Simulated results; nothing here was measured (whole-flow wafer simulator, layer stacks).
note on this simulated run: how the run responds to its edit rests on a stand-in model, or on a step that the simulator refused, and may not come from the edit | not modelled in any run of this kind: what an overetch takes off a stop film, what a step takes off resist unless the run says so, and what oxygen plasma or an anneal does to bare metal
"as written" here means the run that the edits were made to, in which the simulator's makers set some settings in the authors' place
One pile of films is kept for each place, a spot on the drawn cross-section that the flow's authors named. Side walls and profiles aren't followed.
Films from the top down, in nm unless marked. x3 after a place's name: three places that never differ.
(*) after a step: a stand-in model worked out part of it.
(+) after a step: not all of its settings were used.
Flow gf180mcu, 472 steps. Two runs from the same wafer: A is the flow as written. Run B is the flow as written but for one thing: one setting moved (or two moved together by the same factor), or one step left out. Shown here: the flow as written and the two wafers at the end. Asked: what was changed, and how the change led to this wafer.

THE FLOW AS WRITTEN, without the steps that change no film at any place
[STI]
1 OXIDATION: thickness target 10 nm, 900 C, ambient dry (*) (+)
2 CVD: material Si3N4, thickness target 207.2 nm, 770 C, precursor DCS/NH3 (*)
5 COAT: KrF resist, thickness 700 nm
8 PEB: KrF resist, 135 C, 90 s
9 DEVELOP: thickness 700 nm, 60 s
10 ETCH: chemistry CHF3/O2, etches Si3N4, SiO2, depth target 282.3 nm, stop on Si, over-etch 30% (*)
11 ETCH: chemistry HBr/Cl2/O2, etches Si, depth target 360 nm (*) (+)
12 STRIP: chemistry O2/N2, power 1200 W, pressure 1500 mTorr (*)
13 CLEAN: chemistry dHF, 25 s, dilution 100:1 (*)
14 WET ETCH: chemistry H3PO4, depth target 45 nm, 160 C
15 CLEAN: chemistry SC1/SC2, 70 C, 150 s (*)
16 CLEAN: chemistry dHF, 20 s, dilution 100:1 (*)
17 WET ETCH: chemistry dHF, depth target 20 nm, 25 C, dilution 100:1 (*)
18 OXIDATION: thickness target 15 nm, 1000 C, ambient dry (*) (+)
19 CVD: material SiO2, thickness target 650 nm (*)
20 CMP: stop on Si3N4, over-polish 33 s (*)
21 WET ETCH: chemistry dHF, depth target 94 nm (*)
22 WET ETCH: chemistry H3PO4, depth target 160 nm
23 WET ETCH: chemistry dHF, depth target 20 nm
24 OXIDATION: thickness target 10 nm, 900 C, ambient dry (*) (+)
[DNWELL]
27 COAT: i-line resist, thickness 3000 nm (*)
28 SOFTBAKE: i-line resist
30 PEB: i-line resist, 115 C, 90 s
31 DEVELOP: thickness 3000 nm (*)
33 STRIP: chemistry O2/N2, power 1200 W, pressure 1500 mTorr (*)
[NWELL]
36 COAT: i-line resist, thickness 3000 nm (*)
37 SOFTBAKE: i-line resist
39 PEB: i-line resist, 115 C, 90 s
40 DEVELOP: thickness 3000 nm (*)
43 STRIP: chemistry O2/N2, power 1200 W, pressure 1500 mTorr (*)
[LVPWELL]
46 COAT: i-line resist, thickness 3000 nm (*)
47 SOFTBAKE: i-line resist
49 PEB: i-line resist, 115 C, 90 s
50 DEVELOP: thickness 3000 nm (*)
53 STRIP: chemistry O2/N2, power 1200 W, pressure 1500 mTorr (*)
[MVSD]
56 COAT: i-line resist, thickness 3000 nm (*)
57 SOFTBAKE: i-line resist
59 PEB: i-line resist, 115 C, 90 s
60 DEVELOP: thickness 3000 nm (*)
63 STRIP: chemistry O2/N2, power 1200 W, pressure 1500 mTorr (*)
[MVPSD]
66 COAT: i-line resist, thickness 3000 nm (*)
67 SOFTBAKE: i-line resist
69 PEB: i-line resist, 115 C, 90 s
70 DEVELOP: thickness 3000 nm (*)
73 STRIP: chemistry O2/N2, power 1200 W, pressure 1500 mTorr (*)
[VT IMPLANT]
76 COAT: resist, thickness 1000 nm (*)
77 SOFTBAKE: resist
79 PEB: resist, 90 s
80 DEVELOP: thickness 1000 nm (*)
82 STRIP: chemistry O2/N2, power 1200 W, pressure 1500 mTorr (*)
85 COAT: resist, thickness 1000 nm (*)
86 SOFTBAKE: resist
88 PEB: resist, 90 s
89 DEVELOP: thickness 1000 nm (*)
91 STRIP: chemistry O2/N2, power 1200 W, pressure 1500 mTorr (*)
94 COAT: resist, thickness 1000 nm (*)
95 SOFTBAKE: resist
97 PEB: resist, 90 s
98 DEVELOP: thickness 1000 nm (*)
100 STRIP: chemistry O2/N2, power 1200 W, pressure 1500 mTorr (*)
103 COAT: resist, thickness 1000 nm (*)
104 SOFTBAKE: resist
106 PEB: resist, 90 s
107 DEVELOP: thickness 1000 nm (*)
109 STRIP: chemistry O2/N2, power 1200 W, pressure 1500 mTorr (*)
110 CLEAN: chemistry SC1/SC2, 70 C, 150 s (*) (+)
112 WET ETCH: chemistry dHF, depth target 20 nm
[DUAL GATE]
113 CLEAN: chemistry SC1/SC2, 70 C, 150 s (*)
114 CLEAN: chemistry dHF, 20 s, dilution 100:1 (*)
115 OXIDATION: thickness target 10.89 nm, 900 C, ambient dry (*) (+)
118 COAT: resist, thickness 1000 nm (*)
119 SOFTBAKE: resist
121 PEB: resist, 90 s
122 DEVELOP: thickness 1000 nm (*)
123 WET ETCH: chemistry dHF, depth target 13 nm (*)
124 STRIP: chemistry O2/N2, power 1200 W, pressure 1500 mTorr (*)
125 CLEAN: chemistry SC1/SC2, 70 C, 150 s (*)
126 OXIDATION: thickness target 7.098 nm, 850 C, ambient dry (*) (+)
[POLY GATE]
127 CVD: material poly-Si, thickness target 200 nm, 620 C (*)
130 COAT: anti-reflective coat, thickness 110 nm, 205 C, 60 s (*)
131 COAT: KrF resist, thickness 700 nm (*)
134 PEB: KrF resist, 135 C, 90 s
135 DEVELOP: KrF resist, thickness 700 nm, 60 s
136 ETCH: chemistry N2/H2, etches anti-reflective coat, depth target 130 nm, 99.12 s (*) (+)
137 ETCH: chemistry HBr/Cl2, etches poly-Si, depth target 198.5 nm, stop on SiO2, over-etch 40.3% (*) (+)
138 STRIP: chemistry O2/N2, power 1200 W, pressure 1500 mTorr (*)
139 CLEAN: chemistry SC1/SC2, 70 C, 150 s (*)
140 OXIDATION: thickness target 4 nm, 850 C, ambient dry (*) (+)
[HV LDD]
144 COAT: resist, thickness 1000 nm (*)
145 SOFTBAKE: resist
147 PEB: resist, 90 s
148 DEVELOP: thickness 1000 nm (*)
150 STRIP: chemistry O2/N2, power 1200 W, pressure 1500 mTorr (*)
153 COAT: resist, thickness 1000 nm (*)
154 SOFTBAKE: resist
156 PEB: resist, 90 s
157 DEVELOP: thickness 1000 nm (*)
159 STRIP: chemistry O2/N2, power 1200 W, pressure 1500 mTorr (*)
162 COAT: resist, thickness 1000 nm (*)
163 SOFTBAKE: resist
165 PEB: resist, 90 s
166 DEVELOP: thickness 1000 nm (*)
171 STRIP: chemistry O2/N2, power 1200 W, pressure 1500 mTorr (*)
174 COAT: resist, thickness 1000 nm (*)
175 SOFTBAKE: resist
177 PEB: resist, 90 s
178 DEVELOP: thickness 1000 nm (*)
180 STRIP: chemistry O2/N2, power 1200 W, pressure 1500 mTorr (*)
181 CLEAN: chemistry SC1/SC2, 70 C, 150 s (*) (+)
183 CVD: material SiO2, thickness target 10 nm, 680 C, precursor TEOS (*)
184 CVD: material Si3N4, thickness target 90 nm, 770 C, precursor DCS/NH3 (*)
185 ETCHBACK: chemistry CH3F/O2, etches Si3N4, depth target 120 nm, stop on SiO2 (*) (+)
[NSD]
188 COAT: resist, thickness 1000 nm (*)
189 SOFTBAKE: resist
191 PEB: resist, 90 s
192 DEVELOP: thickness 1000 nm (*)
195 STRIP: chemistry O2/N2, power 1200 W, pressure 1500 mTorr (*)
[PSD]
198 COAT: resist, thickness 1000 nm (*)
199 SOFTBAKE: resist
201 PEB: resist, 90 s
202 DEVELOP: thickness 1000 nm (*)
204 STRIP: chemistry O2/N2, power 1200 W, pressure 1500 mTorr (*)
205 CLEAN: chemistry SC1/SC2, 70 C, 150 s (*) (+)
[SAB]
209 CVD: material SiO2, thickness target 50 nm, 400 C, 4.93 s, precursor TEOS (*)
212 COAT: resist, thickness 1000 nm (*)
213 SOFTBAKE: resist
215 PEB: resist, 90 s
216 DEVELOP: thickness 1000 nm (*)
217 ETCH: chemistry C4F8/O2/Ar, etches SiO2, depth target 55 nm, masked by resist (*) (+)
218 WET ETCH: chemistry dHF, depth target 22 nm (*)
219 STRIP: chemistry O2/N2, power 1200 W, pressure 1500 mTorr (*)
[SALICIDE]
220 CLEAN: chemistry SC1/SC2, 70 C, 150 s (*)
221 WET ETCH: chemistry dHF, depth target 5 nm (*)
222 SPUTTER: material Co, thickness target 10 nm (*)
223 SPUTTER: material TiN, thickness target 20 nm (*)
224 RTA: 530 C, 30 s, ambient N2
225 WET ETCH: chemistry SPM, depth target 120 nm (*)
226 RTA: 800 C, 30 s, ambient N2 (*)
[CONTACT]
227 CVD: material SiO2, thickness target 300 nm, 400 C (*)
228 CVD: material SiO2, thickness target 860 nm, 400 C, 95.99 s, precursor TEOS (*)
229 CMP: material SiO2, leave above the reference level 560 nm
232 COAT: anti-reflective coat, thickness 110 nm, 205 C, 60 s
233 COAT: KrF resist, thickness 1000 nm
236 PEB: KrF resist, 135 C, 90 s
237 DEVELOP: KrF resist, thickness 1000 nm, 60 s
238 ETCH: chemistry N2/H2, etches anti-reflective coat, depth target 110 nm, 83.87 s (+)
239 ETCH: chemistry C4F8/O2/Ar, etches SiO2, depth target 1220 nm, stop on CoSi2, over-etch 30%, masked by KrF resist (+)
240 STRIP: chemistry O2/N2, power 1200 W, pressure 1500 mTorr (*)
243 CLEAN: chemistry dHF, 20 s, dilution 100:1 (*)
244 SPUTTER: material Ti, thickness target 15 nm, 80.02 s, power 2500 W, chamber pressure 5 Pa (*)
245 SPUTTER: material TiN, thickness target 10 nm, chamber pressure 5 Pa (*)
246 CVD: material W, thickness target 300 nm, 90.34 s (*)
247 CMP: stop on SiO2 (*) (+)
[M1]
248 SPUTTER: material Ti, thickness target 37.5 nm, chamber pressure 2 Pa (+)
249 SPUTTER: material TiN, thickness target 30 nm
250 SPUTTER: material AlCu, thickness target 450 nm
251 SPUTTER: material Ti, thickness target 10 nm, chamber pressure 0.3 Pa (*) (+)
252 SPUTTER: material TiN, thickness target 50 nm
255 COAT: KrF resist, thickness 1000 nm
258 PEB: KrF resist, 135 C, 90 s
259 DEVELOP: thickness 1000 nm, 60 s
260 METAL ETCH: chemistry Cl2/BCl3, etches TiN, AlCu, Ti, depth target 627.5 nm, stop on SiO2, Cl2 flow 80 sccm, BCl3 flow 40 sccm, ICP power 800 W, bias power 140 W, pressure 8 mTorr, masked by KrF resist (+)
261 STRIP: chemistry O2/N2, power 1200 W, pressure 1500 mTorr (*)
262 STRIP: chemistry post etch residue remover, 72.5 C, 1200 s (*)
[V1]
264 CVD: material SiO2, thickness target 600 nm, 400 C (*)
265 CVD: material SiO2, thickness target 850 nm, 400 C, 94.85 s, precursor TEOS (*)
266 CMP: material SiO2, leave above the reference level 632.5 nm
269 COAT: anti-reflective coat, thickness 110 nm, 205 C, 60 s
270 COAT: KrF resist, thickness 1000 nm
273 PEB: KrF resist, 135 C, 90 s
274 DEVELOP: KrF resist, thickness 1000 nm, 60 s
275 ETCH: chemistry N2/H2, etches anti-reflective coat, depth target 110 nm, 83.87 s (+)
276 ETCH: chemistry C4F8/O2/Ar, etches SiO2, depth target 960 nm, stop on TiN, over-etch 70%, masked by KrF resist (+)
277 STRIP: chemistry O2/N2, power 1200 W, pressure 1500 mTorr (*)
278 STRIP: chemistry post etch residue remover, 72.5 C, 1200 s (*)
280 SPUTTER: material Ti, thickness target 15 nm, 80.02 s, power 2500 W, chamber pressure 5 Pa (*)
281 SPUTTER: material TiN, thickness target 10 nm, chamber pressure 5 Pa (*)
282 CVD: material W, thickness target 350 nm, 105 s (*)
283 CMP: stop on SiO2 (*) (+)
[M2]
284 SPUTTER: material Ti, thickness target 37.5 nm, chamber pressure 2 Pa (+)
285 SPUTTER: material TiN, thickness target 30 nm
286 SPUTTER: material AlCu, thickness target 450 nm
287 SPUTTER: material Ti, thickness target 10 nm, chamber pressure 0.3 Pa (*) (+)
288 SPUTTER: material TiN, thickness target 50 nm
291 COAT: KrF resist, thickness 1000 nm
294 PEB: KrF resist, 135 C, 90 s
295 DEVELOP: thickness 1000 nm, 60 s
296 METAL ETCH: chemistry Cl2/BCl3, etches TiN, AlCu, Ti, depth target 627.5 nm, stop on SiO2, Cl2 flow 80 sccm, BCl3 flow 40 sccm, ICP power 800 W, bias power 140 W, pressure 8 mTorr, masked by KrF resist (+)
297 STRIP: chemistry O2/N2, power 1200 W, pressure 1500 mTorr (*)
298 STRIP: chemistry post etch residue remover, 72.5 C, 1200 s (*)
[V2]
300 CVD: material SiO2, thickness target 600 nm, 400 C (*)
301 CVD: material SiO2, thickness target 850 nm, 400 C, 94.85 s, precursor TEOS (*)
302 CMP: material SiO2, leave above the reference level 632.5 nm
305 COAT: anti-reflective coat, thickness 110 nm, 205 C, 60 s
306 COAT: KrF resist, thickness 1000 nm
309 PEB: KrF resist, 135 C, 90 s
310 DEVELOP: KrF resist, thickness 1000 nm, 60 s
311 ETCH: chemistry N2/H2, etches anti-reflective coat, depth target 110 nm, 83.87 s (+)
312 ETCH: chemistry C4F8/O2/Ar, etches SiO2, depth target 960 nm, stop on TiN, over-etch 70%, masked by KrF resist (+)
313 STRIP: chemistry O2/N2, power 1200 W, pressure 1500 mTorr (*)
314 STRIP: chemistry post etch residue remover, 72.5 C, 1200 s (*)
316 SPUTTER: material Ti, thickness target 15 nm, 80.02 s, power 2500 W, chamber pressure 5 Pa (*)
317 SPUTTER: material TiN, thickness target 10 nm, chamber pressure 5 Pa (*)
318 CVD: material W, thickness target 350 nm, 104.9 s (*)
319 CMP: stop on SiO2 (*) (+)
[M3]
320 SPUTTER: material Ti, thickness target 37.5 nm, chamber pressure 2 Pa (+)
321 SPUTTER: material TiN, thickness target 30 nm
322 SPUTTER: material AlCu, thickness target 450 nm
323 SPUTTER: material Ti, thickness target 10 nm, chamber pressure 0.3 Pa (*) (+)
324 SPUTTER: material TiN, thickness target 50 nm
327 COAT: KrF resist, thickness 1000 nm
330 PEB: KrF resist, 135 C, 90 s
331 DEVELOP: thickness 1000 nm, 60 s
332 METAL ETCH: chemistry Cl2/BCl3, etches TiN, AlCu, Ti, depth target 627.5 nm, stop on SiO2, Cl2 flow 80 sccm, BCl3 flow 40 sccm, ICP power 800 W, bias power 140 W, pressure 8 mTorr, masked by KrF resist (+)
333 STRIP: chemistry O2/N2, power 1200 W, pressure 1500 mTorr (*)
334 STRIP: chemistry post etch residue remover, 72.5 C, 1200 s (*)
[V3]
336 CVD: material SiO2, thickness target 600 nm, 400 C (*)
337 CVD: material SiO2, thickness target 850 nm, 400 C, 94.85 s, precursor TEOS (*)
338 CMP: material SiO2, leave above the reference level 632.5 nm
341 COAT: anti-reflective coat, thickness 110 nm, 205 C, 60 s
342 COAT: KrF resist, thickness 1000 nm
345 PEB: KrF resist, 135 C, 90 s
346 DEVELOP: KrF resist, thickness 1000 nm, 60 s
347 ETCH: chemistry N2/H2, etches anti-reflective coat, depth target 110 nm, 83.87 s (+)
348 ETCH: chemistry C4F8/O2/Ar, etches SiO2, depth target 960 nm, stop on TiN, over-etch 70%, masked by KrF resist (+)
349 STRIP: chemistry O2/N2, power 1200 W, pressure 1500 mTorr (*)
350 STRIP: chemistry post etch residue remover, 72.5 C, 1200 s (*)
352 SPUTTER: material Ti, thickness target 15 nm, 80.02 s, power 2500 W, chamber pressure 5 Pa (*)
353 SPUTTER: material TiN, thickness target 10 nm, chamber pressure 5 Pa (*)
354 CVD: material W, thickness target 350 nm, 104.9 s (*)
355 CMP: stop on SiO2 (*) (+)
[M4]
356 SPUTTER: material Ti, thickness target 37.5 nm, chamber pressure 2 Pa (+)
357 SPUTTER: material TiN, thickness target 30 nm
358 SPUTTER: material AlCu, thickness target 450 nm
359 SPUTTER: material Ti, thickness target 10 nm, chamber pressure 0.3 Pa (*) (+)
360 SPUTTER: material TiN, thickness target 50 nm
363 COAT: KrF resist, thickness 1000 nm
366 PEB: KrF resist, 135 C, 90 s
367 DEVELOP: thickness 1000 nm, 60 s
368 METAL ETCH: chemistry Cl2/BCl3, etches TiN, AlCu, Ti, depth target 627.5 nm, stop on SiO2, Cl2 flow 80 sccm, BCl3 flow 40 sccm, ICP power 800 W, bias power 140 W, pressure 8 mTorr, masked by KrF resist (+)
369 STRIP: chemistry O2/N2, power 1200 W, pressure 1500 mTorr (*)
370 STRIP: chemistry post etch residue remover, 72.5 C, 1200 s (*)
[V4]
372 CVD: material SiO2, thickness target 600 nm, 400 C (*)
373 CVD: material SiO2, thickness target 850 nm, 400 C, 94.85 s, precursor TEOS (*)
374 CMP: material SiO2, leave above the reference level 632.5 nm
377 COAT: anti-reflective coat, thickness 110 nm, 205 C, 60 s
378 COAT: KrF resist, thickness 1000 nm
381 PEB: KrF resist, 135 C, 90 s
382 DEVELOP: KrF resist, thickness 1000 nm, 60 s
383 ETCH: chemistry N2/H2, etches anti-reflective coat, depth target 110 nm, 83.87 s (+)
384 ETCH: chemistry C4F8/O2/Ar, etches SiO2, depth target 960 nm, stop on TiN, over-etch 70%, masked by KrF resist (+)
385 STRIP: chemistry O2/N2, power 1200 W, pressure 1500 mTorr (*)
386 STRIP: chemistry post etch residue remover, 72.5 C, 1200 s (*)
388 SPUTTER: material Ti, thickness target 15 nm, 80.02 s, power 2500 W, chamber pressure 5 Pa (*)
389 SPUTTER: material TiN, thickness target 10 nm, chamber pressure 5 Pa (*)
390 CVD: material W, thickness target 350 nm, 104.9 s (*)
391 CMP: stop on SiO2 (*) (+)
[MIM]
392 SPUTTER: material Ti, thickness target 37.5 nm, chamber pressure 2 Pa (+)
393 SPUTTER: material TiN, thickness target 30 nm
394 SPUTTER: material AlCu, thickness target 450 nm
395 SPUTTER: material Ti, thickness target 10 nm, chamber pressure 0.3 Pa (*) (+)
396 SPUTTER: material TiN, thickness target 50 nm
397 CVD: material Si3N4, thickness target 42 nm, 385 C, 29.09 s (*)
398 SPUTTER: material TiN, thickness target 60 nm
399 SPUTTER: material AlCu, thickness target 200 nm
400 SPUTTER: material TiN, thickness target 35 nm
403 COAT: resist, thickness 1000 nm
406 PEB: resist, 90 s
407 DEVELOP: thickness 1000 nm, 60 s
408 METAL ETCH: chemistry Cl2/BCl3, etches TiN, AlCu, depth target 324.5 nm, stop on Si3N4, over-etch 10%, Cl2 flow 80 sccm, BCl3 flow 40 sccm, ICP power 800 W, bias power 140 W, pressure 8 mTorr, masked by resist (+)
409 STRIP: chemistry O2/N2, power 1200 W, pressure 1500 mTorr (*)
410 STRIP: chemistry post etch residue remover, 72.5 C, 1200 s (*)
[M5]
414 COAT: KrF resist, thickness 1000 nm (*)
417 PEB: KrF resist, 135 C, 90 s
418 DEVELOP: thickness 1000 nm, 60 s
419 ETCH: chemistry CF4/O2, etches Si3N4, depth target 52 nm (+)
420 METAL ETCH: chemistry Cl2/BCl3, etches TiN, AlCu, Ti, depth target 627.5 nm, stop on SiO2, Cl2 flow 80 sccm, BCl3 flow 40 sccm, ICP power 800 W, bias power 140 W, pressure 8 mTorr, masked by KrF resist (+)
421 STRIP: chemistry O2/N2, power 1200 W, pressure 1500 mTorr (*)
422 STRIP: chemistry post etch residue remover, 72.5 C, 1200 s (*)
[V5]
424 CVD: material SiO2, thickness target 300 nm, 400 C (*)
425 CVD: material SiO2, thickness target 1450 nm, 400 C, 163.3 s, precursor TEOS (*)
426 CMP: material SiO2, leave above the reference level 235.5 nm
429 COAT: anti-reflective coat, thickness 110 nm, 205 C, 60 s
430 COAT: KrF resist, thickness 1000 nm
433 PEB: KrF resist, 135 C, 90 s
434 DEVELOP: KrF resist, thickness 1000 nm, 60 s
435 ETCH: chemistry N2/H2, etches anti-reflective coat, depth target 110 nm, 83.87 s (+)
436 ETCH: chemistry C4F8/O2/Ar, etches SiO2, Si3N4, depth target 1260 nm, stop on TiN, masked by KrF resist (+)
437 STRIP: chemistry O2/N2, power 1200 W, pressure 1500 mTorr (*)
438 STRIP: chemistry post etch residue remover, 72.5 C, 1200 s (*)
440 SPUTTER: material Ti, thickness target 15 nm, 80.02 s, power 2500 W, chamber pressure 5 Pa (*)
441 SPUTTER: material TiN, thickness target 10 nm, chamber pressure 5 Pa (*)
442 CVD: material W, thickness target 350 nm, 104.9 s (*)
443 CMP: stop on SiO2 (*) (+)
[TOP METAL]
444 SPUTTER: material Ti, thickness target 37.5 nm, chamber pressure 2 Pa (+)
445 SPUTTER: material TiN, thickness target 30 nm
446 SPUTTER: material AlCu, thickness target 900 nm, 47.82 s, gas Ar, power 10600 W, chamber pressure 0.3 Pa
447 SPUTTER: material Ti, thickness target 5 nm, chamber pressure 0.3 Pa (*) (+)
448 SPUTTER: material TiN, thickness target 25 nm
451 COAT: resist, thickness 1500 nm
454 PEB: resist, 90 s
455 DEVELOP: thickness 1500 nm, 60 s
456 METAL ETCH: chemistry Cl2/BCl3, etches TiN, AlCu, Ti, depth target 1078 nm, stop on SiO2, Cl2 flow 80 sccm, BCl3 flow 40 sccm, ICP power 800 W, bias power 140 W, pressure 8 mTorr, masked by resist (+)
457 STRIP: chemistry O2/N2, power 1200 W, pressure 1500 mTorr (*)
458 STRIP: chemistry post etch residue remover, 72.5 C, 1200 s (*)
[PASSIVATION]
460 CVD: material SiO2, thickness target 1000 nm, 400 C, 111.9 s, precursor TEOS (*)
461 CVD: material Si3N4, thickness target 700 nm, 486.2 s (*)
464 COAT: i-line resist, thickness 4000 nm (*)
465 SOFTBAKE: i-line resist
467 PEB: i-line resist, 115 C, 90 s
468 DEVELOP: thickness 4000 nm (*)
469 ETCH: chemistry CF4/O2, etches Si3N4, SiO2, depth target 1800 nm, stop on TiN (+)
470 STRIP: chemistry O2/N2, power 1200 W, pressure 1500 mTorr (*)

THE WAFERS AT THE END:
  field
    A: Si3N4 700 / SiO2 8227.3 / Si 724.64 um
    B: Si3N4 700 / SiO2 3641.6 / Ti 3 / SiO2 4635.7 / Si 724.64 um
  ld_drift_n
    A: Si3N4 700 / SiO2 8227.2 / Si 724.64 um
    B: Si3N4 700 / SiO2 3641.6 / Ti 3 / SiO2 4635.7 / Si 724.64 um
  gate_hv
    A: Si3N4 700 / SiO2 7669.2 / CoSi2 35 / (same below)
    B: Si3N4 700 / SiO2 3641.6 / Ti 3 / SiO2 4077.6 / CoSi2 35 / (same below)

The cause: step 358, SPUTTER: thickness target 503 nm was run, where the flow has thickness target 450 nm.

How the change led to this, step by step:
  358 SPUTTER: material AlCu, thickness target 450 nm
      field, field__w1, field__w2 and 108 more: A AlCu +450 (new film) | B AlCu +503 (new film)
  368 METAL ETCH: chemistry Cl2/BCl3, etches TiN, AlCu, Ti, depth target 627.5 nm, stop on SiO2, Cl2 flow 80 sccm, BCl3 flow 40 sccm, ICP power 800 W, bias power 140 W, pressure 8 mTorr, masked by KrF resist (+)
      field, field__w1, field__w2 and 103 more: A TiN -50 (all of it), Ti -10 (all of it), AlCu -450 (all of it), TiN -30 (all of it), Ti -37.5 (all of it) | B TiN -50 (all of it), Ti -10 (all of it), AlCu -503 (all of it), TiN -30 (all of it), Ti -34.5
  372 CVD: material SiO2, thickness target 600 nm, 400 C (*)
      field, field__w1, field__w2 and 103 more: A SiO2 +600 | B SiO2 +600 (new film)
  374 CMP: material SiO2, leave above the reference level 632.5 nm
      field, field__w1, field__w2 and 103 more: A SiO2 -300 | B SiO2 -250
Counting metal films that touch as one body, field has 1 body; the flow as written gives 0 bodies.
Counting metal films that touch as one body, ld_drift_n has 1 body; the flow as written gives 0 bodies.
Counting metal films that touch as one body, gate_hv has 2 bodies (between them, from the top down: SiO2 4077.6); the flow as written gives 1 body.
